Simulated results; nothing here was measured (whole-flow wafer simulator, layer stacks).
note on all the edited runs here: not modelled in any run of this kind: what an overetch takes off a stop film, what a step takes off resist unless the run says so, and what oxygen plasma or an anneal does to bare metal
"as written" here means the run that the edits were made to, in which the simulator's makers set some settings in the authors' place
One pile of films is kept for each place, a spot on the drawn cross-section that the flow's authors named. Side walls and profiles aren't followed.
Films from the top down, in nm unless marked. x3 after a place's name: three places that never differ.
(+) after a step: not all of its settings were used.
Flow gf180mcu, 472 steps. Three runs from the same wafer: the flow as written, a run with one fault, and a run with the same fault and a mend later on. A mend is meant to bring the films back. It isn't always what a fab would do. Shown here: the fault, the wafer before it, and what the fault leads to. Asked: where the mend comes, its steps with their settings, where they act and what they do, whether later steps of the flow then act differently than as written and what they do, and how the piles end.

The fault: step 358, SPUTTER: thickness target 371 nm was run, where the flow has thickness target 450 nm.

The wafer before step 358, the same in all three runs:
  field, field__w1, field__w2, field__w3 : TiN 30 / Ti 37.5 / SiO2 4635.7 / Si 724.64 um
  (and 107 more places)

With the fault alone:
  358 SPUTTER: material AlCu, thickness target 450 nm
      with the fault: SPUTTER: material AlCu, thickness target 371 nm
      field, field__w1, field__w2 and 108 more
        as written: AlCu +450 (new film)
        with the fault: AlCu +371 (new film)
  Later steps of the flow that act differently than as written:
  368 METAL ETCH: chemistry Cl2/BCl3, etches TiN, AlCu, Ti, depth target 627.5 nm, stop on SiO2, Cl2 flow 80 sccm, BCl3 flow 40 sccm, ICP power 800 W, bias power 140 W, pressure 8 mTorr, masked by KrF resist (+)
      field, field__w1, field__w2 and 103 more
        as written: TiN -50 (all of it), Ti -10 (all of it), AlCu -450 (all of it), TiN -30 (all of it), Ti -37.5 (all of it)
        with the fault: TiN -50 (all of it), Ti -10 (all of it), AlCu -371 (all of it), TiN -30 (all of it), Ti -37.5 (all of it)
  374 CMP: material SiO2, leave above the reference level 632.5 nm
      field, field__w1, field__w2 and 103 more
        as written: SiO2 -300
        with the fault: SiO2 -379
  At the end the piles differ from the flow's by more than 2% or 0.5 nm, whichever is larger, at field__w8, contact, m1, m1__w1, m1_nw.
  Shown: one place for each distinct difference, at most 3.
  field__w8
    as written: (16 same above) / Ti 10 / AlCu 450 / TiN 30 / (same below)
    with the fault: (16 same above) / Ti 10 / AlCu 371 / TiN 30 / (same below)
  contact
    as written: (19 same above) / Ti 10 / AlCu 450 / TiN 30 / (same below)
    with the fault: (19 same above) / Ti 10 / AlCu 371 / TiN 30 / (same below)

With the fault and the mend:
  The mend comes after step 358.
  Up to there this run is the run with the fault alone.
  358a SPUTTER: material AlCu, thickness target 79 nm (the flow's step 358 once more, with other settings)
      field, field__w1, field__w2 and 108 more
        AlCu +79
  No later step of the flow acts differently than as written at any place that is followed.
  At the end the piles are the same as the flow's at every place that both follow.
